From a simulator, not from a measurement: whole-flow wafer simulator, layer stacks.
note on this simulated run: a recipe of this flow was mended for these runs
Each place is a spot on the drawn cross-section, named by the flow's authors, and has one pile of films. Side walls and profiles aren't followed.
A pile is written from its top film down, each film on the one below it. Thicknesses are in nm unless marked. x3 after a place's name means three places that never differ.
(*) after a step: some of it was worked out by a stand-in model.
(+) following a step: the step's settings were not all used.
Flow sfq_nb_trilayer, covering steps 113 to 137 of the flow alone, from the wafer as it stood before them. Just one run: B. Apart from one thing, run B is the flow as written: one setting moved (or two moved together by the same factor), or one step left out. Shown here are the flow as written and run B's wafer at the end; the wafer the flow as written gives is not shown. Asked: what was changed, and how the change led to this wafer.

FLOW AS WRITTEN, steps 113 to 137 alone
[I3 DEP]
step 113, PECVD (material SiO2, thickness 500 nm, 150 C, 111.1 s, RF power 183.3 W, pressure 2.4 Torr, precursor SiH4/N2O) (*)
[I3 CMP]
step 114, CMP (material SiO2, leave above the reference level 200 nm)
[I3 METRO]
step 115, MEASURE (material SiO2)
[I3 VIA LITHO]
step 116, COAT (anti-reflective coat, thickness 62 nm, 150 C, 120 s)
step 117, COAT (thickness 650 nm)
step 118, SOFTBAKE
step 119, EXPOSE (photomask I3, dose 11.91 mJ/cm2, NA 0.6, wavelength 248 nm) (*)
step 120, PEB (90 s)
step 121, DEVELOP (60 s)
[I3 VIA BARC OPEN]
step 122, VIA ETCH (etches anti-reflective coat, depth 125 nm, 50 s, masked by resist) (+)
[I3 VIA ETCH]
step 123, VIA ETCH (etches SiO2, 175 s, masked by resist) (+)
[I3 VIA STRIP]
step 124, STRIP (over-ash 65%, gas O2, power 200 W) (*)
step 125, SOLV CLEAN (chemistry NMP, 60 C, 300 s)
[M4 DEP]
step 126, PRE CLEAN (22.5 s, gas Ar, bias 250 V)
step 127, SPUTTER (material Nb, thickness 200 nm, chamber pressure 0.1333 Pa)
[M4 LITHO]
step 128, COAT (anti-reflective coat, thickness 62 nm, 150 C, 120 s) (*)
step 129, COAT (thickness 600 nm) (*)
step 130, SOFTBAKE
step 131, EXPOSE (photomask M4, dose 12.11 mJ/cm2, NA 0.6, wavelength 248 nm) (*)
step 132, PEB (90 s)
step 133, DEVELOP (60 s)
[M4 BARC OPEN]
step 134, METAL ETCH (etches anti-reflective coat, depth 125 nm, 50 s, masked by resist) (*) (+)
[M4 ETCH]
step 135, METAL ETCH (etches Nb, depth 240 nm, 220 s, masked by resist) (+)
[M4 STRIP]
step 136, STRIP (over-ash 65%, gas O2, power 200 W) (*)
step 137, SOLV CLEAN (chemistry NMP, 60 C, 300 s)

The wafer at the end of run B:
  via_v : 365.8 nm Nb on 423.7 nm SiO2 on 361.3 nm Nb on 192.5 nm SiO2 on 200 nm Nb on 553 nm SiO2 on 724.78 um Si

The reason: step 123, VIA ETCH: 130 s was run, though the flow has 175 s.

The path from the change to this, step by step:
  step 123, VIA ETCH (etches SiO2, 175 s, masked by resist) (+)
      via_v: SiO2 loses 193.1 (it would be, as written: SiO2 loses 199.7 (all of it), Nb loses 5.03)
      field_l, v_sur, via_wl and 102 more: KrF-resist-other-grade loses 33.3 (it would be, as written: KrF-resist-other-grade loses 44.8)
  step 124, STRIP (over-ash 65%, gas O2, power 200 W) (*)
      field_l, v_sur, via_wl and 102 more: KrF-resist-other-grade loses 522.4 (all of it), anti-reflective coat loses 62 (all of it) (it would be, as written: KrF-resist-other-grade loses 510.8 (all of it), anti-reflective coat loses 62 (all of it))
  step 126, PRE CLEAN (22.5 s, gas Ar, bias 250 V)
      via_v: SiO2 loses 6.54 (all of it), Nb loses 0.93 (it would be, as written: Nb loses 6.45)
